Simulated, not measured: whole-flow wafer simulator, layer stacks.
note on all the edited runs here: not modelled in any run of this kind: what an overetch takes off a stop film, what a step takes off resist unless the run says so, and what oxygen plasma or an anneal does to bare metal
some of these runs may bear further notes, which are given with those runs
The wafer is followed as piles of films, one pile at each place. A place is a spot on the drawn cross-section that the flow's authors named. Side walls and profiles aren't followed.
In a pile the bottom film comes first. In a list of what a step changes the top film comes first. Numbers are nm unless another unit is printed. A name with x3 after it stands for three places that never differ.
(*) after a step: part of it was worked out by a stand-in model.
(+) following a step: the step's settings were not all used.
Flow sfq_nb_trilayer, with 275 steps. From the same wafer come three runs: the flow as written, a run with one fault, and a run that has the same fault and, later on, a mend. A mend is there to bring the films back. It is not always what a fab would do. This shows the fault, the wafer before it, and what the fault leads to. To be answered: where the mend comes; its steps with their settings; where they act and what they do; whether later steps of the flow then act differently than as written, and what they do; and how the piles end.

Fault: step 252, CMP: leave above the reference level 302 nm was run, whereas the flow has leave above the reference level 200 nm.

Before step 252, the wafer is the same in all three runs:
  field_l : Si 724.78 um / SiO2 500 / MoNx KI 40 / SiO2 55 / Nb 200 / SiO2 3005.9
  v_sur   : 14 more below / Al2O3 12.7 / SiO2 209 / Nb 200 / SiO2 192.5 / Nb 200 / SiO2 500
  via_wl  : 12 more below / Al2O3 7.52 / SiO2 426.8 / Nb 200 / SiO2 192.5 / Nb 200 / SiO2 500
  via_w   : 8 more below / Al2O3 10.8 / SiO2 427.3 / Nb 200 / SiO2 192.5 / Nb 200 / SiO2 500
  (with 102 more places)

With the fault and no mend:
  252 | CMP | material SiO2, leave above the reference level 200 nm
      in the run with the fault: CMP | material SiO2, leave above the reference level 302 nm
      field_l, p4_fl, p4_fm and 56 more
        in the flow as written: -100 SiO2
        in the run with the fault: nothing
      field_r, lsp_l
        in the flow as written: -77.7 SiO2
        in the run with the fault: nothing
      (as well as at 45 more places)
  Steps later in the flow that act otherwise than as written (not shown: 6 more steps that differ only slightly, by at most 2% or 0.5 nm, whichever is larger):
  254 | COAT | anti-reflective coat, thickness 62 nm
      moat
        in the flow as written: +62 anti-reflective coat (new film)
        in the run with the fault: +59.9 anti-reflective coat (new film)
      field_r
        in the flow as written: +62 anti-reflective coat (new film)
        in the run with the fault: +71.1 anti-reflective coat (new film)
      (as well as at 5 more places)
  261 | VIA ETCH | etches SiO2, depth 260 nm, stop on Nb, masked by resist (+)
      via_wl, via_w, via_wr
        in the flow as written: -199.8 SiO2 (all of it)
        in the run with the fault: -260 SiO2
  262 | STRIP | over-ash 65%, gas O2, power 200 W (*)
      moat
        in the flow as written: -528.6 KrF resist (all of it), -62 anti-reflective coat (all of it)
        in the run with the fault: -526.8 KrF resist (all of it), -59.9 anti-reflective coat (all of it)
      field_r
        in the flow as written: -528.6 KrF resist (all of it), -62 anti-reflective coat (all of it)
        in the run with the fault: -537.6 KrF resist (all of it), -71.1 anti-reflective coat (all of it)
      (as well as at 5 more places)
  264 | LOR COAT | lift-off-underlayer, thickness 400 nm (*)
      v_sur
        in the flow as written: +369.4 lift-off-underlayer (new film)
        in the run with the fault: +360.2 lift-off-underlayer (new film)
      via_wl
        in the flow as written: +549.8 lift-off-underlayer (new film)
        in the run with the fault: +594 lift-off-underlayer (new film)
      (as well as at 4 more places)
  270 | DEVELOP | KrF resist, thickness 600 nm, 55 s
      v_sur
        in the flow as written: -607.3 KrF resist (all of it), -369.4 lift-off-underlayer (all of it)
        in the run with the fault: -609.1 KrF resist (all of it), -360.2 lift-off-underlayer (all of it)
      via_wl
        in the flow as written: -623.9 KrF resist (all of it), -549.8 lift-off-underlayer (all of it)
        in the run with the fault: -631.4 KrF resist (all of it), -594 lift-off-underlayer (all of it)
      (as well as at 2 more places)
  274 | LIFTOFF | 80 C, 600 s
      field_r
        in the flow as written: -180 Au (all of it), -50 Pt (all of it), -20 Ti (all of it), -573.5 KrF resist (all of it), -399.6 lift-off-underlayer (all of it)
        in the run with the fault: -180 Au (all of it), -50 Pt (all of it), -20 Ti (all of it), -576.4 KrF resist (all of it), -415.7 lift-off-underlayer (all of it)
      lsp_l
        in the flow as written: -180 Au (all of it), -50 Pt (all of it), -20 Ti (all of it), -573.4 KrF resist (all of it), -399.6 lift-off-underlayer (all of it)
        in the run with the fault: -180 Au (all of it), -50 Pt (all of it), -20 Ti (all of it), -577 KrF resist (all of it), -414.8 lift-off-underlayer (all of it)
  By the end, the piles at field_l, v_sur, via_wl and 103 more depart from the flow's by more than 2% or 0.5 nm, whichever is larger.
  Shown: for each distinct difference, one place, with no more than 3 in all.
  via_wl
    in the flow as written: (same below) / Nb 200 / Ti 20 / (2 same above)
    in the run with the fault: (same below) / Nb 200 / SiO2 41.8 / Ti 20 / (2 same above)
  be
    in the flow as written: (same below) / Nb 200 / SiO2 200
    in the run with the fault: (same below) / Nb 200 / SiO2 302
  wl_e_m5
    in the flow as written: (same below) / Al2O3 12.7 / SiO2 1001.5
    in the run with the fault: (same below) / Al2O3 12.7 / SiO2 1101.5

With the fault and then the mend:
  After step 253 comes the mend.
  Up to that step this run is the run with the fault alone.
  253a | CMP | material SiO2, leave above the reference level 200 nm (the flow's step 252, run once more)
      field_l, p4_fl, p4_fm and 56 more
        -100 SiO2
      v_sur, via_wl, via_w and 40 more
        -102 SiO2
      field_r, lsp_l
        -77.7 SiO2
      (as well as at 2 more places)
  Later steps of the flow that are run all act as written at every place that is followed.
  By the end, the piles equal the flow's at every place that both follow.
